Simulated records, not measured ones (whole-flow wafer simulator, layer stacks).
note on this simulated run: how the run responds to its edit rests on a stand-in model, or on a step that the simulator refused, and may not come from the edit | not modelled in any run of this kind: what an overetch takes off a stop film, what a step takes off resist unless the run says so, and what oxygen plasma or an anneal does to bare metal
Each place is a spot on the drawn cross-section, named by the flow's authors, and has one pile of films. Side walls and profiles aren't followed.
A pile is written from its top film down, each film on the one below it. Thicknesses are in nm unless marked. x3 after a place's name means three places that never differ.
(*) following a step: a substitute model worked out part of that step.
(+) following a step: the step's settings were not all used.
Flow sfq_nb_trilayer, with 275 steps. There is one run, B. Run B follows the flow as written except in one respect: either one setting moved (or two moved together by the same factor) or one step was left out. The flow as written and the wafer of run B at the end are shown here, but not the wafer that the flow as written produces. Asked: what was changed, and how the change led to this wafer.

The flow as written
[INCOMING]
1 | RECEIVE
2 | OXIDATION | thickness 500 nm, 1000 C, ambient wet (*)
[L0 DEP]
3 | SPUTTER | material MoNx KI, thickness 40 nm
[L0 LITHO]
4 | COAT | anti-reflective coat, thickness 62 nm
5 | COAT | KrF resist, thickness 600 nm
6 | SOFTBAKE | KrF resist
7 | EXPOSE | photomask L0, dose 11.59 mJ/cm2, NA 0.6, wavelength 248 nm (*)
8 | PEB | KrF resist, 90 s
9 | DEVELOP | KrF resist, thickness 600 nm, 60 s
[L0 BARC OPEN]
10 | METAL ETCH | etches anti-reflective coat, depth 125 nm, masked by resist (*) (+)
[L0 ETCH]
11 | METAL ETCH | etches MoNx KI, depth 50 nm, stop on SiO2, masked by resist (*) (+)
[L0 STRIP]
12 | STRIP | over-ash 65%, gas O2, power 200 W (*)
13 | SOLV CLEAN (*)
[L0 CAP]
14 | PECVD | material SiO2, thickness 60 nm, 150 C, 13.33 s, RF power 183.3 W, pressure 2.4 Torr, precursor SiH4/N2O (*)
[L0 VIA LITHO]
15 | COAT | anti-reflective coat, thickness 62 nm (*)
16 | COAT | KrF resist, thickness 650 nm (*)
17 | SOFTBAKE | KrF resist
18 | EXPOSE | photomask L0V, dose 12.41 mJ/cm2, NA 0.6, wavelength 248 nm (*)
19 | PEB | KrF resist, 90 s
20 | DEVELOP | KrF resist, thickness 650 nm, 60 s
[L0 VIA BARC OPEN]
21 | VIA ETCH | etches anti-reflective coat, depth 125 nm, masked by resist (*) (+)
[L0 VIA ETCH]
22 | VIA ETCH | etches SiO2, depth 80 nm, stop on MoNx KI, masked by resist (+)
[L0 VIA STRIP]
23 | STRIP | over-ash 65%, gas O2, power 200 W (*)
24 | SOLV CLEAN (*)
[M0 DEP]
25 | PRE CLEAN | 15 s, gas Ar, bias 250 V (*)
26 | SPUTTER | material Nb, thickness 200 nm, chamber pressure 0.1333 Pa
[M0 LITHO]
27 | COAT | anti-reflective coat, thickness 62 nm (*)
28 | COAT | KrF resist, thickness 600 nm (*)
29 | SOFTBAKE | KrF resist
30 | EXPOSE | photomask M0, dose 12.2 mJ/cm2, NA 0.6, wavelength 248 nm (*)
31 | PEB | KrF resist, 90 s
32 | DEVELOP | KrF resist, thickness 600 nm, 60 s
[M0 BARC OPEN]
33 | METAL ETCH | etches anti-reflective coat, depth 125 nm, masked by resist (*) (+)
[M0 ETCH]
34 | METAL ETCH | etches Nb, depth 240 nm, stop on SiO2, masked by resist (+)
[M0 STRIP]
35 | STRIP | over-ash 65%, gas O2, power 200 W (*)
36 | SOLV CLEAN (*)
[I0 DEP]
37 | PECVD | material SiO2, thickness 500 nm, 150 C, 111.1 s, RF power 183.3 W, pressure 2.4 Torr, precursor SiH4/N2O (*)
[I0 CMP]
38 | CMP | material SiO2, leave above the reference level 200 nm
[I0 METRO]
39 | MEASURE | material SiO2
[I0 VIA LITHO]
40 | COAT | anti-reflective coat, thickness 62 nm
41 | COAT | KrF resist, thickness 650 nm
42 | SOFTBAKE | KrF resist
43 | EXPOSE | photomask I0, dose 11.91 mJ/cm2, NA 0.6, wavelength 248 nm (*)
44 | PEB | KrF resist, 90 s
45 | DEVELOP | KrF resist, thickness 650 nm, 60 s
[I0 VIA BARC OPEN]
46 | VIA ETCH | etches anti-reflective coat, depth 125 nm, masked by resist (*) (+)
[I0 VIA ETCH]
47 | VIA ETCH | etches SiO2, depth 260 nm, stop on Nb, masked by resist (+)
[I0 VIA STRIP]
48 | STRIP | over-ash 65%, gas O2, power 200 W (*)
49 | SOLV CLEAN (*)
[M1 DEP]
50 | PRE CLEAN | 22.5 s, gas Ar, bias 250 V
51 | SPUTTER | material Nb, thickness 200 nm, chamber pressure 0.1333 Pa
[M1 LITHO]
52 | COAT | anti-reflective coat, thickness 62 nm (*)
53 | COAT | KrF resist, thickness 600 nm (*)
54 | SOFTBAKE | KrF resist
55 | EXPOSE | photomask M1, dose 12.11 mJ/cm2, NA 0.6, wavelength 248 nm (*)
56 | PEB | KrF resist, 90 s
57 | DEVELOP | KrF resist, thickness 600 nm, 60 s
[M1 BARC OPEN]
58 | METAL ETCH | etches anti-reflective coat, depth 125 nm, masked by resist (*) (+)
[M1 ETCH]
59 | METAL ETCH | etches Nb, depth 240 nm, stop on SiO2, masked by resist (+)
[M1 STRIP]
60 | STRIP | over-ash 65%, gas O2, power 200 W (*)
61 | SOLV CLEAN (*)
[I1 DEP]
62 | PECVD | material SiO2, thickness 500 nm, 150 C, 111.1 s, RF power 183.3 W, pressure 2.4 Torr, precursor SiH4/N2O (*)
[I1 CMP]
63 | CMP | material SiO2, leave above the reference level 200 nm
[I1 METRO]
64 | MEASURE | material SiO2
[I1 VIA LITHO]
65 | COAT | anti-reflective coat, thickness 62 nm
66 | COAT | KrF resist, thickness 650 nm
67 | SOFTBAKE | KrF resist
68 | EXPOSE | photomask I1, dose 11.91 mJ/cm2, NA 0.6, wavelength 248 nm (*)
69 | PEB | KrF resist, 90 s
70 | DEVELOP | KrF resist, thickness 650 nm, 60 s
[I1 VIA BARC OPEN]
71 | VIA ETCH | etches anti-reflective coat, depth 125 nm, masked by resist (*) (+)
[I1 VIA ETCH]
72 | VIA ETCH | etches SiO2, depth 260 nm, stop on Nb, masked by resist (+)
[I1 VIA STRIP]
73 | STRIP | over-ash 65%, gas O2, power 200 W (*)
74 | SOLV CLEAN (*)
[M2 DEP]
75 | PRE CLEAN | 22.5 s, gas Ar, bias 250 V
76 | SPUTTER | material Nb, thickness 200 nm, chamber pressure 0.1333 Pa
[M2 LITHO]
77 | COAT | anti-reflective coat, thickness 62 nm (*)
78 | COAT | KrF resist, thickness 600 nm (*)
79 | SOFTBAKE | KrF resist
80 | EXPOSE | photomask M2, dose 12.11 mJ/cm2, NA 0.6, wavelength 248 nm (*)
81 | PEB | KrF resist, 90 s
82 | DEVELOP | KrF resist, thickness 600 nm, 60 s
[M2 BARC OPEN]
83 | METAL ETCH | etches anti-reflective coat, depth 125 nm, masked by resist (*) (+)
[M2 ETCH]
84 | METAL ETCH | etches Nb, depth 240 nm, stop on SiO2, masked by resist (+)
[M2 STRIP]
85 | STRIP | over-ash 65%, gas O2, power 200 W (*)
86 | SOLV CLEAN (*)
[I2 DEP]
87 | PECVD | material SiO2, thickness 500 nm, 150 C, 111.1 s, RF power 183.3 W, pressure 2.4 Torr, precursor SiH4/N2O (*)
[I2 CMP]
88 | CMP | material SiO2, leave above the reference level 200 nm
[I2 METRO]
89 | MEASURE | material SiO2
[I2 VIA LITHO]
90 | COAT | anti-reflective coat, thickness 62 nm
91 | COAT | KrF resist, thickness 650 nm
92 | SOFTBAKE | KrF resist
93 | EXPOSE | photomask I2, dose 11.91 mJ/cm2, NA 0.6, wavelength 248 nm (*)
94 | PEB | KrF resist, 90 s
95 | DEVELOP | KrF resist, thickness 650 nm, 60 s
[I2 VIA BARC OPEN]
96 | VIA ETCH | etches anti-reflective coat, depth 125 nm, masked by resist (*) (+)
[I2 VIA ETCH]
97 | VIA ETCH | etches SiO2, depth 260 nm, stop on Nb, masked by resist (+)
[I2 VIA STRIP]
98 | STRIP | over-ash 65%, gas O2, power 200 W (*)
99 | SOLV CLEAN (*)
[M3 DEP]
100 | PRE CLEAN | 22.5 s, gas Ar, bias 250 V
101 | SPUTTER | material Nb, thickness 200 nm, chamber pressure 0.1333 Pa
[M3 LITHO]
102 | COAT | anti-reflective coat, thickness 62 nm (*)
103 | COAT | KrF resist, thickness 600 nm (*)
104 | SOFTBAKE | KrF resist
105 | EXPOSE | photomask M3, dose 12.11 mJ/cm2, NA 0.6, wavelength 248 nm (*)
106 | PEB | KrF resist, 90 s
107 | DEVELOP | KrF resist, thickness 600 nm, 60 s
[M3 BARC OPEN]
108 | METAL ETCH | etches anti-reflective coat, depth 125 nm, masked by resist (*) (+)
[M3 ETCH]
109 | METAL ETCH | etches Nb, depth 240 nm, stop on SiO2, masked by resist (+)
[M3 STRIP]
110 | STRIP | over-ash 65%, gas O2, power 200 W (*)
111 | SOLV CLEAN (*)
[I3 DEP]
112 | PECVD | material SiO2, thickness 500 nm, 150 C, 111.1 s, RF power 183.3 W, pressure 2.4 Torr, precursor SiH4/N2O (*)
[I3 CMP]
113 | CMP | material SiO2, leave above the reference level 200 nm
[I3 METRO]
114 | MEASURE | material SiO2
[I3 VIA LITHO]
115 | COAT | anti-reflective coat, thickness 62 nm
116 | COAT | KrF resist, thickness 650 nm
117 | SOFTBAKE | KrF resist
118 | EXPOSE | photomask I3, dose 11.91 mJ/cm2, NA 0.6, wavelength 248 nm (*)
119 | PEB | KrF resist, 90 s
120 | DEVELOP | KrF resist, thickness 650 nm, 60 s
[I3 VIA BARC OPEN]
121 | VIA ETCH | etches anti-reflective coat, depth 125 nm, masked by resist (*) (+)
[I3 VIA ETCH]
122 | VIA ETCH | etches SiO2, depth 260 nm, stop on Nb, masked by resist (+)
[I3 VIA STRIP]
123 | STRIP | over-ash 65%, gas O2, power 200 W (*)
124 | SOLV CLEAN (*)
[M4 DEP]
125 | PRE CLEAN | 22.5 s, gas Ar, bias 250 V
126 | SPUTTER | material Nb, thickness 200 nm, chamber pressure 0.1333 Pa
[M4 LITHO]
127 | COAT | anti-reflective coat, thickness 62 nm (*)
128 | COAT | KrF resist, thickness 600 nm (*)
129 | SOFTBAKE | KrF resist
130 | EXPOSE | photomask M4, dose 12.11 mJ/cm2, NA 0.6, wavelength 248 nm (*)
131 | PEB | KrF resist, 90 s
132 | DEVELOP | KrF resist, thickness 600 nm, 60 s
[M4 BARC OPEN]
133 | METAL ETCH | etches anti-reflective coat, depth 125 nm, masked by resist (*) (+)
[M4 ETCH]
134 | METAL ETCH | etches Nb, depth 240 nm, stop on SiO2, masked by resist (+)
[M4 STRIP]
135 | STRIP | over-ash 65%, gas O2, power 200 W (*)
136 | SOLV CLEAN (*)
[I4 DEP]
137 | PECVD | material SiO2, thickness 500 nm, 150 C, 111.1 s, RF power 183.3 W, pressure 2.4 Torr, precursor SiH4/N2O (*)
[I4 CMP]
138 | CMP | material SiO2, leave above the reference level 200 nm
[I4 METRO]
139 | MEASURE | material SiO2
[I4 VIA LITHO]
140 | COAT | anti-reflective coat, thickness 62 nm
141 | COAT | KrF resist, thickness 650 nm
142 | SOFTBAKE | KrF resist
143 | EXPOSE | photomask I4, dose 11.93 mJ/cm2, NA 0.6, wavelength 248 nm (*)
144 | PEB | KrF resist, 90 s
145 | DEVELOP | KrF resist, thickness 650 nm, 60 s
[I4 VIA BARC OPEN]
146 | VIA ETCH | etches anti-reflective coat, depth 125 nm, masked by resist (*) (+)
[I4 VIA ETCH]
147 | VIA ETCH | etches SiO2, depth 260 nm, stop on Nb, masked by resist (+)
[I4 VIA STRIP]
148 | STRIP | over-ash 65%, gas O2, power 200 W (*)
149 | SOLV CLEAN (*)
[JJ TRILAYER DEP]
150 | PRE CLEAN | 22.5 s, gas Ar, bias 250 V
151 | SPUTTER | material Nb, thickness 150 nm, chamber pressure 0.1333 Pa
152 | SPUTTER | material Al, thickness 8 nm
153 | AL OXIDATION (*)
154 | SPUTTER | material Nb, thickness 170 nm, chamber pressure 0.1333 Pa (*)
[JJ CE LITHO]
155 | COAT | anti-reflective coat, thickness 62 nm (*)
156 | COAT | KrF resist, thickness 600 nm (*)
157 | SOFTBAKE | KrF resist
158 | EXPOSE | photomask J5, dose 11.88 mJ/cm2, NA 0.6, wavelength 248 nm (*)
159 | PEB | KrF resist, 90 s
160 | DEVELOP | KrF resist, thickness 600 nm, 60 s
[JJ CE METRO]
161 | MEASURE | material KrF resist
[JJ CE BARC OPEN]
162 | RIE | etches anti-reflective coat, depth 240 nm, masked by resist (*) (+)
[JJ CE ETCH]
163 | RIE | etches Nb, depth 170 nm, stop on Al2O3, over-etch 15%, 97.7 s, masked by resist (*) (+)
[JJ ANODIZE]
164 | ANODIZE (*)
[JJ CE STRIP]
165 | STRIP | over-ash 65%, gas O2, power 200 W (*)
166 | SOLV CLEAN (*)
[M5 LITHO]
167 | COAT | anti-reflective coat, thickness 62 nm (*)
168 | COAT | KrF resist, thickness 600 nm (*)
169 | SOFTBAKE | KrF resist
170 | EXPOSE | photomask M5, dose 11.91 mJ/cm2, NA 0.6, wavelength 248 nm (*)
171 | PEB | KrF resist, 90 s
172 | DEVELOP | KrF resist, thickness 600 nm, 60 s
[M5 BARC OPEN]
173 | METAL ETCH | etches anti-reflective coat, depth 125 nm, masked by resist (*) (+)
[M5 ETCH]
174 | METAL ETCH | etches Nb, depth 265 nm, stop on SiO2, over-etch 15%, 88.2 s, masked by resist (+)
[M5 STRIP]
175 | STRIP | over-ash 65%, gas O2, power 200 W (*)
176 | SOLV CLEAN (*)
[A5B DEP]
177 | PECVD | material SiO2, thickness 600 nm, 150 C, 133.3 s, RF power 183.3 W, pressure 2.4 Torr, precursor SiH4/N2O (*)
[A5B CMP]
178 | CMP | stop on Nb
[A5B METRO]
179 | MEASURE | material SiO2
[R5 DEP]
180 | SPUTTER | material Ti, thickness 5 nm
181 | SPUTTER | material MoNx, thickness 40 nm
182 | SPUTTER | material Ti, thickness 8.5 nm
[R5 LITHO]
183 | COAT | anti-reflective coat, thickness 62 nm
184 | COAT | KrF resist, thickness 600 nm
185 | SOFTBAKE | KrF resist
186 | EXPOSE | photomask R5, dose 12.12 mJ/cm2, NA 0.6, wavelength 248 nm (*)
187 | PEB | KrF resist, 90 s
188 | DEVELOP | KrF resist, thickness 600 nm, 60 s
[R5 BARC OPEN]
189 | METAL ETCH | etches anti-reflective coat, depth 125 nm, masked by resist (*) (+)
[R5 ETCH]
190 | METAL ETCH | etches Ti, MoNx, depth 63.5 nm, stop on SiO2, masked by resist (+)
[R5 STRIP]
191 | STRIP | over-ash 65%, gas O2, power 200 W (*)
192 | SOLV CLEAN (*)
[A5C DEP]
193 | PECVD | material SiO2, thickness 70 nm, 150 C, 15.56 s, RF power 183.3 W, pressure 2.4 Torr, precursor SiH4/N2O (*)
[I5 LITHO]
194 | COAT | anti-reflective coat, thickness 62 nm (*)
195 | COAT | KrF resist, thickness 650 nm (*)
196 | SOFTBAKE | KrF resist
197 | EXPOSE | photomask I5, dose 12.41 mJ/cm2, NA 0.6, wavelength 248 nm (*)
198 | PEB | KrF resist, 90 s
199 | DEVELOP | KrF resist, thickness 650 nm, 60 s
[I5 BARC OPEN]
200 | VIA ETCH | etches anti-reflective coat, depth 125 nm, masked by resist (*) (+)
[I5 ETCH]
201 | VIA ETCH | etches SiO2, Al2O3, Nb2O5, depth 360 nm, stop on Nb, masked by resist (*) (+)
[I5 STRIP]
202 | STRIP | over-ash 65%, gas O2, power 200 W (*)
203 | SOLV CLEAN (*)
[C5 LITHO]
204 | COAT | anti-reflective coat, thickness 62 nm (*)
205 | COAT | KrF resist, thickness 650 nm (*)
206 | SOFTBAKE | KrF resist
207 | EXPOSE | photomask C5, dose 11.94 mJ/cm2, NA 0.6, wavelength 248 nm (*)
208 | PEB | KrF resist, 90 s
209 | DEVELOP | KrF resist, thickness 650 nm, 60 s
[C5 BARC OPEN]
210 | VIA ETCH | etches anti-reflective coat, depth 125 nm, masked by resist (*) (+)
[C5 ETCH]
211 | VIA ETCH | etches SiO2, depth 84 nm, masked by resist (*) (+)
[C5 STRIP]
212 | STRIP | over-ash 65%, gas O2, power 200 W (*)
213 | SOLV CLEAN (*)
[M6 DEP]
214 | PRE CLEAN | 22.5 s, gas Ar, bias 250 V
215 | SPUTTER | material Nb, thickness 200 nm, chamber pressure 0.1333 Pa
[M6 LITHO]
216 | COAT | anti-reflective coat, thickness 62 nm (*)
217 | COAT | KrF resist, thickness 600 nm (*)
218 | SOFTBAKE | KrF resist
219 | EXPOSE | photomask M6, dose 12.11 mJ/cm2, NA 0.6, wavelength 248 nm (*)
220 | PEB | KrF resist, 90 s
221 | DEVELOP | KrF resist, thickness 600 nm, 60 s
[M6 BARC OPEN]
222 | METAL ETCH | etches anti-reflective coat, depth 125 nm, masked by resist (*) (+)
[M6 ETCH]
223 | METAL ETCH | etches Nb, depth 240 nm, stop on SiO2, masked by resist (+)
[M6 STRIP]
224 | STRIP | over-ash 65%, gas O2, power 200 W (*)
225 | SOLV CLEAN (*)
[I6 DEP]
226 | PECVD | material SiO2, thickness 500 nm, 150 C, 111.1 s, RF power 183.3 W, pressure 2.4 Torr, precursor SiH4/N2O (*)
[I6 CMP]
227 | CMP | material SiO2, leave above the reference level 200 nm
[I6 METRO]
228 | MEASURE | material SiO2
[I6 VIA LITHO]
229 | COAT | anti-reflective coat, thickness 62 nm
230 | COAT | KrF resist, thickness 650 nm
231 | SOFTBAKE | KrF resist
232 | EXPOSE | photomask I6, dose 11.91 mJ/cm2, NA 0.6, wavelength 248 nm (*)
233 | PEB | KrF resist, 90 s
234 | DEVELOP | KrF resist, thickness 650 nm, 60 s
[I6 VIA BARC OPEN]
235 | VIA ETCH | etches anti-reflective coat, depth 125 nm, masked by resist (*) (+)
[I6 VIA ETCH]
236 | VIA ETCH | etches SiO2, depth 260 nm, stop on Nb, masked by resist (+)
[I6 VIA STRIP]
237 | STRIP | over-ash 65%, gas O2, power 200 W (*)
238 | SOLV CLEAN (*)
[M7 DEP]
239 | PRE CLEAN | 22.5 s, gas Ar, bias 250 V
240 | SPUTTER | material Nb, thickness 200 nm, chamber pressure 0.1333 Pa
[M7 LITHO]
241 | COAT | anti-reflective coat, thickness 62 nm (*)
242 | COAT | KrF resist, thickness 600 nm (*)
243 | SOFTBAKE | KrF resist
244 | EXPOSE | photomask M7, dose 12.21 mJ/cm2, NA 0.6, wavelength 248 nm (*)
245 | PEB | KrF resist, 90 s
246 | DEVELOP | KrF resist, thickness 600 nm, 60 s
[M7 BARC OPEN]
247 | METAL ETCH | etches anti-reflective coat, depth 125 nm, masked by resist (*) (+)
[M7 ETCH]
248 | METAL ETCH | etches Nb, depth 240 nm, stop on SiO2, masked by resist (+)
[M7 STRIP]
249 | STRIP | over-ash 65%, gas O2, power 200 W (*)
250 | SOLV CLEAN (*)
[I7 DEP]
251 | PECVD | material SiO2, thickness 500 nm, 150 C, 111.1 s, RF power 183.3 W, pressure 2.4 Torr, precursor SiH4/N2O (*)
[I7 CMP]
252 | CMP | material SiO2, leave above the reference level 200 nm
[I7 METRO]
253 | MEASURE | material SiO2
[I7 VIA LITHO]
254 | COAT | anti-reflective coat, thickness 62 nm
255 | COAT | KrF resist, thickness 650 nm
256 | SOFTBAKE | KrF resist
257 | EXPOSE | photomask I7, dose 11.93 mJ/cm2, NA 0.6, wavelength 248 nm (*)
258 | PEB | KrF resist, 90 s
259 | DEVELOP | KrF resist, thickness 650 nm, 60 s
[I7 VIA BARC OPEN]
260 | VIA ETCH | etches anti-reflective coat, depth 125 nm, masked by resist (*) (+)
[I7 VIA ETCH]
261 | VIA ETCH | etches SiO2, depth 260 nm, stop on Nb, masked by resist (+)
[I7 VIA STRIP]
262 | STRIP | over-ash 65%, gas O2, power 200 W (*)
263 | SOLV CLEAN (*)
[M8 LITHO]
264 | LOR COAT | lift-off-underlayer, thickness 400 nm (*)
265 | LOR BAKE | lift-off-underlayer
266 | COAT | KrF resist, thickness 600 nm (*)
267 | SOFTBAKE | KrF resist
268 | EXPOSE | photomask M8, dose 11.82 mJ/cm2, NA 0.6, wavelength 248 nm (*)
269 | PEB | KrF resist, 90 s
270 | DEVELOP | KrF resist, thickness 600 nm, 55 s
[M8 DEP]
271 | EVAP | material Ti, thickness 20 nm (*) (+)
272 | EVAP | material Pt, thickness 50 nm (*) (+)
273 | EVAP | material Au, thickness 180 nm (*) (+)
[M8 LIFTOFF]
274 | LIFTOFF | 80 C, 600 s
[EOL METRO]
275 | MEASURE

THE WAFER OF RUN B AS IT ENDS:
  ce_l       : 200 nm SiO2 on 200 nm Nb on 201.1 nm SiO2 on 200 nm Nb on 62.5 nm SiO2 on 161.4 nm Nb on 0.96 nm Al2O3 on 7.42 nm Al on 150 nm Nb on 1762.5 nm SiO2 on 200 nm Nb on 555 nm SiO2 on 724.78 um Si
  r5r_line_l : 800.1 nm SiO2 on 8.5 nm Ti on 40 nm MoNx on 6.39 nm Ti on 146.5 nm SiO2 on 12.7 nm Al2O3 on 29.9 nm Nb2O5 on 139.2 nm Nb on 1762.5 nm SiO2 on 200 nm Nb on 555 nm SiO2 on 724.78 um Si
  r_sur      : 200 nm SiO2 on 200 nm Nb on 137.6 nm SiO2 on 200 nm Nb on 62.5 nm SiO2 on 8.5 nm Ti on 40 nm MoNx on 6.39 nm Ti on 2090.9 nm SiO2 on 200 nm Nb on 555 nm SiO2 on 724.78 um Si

Cause: step 180, SPUTTER: thickness 6.386 nm was run, whereas the flow has thickness 5 nm.
The wafer itself shows it: r5r_line_l has Ti 6.39, and step 180 as written asks for 5 nm.

Step by step, how the change led to this:
  180 | SPUTTER | material Ti, thickness 5 nm
      field_l, v_sur, via_wl and 103 more: Ti gains 6.39 (new film) (it would be, as written: Ti gains 5 (new film))
  190 | METAL ETCH | etches Ti, MoNx, depth 63.5 nm, stop on SiO2, masked by resist (+)
      field_l, v_sur, via_wl and 92 more: Ti loses 8.5 (all of it), MoNx loses 40 (all of it), Ti loses 6.39 (all of it) (it would be, as written: Ti loses 8.5 (all of it), MoNx loses 40 (all of it), Ti loses 5 (all of it))
      ce_l, c5j, ce_r, wl_jj: Ti loses 8.5 (all of it), MoNx loses 40 (all of it), Ti loses 6.39 (all of it), Nb loses 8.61 (it would be, as written: Ti loses 8.5 (all of it), MoNx loses 40 (all of it), Ti loses 5 (all of it), Nb loses 10)
